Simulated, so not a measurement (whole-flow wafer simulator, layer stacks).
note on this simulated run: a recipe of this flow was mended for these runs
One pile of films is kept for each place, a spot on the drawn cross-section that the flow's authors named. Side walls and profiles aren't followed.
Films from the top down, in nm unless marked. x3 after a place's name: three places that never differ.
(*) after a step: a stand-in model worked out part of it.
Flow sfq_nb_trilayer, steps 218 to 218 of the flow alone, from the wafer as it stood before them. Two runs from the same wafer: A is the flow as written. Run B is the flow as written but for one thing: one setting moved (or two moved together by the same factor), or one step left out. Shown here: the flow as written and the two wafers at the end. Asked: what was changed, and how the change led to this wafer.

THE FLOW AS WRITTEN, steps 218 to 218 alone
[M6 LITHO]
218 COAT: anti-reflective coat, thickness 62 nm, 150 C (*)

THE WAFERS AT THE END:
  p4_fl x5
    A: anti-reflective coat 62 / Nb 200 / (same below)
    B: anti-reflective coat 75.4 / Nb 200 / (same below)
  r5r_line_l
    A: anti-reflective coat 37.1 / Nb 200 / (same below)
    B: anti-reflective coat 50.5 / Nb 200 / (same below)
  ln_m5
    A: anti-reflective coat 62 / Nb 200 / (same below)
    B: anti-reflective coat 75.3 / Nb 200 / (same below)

The cause: step 218, COAT: thickness 75.4 nm was run, where the flow has thickness 62 nm.
It can be read off the wafer: p4_fl x5 has anti-reflective coat 75.4, and step 218 as written asks for 62 nm.

How the change led to this, step by step:
  218 COAT: anti-reflective coat, thickness 62 nm, 150 C (*)
      p4_fl x5, p4_w1 x9, p3_s0 x9 and 41 more: A anti-reflective coat +62 (new film) | B anti-reflective coat +75.4 (new film)
      r5r_line_l, r5r_line_c, r5r_line_r: A anti-reflective coat +37.1 (new film) | B anti-reflective coat +50.5 (new film)
      (and at 39 more places)
